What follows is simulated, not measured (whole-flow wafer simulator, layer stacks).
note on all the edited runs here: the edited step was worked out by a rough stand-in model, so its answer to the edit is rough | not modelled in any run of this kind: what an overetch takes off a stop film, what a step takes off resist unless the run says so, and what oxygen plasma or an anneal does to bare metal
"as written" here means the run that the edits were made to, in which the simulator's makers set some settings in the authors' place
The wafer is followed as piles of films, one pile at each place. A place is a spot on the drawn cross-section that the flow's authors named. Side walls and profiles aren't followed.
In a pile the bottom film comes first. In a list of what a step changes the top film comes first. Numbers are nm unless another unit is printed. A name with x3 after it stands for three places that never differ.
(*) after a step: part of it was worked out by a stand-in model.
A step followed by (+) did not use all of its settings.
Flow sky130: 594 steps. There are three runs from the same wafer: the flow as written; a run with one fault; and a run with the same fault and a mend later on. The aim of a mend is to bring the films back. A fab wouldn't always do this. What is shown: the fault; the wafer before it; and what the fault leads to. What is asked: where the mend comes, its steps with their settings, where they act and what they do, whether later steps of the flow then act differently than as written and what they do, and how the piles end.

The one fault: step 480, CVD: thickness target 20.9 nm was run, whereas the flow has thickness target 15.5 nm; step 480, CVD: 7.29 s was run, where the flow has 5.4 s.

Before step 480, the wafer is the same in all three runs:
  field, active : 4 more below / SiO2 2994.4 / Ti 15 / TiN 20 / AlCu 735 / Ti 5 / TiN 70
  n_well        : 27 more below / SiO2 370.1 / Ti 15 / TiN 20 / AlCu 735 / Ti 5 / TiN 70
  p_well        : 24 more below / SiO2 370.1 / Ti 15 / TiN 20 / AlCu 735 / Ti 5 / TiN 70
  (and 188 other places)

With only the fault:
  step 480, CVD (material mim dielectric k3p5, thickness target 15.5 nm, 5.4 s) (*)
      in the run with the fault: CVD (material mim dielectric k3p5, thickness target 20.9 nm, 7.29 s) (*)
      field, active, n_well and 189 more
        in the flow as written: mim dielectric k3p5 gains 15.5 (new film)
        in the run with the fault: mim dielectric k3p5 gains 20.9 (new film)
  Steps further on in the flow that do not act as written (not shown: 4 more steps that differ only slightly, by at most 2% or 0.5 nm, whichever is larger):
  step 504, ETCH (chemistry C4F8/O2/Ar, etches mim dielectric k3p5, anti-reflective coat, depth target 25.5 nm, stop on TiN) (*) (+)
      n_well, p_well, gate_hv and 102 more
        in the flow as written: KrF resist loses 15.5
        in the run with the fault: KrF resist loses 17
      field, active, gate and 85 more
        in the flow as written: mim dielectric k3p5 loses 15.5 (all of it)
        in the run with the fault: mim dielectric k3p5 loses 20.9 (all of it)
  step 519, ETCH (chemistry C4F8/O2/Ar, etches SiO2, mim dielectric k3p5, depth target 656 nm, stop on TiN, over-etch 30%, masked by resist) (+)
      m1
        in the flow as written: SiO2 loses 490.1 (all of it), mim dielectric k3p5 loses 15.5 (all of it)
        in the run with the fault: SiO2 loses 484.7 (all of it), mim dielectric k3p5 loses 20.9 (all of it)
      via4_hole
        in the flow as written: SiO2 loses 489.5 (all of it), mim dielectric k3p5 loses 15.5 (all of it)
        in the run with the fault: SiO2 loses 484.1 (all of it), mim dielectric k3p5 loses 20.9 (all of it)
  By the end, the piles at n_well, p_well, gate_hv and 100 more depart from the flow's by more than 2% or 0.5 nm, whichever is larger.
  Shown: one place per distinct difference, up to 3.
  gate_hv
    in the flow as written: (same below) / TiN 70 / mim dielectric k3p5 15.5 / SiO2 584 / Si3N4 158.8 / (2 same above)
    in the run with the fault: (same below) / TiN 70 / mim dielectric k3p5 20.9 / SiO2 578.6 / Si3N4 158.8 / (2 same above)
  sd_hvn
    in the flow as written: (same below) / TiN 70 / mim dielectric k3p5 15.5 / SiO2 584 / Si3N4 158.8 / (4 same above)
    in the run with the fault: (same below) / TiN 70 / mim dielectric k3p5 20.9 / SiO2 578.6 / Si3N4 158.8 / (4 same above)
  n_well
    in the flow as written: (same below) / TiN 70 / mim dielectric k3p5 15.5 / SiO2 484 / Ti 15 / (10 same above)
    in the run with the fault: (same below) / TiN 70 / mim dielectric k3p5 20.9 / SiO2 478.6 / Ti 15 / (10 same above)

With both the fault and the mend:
  After step 480 comes the mend.
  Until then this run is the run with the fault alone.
  step 480a, ETCH (chemistry C4F8/O2/Ar, etches mim dielectric k3p5, anti-reflective coat, depth target 5.4 nm) (*) (the flow's step 450, run once more with other settings)
      field, active, n_well and 189 more
        mim dielectric k3p5 loses 5.4
  Every later step of the flow that is run acts as written at every place that is followed.
  At every place that both follow, the piles at the end match the flow's.
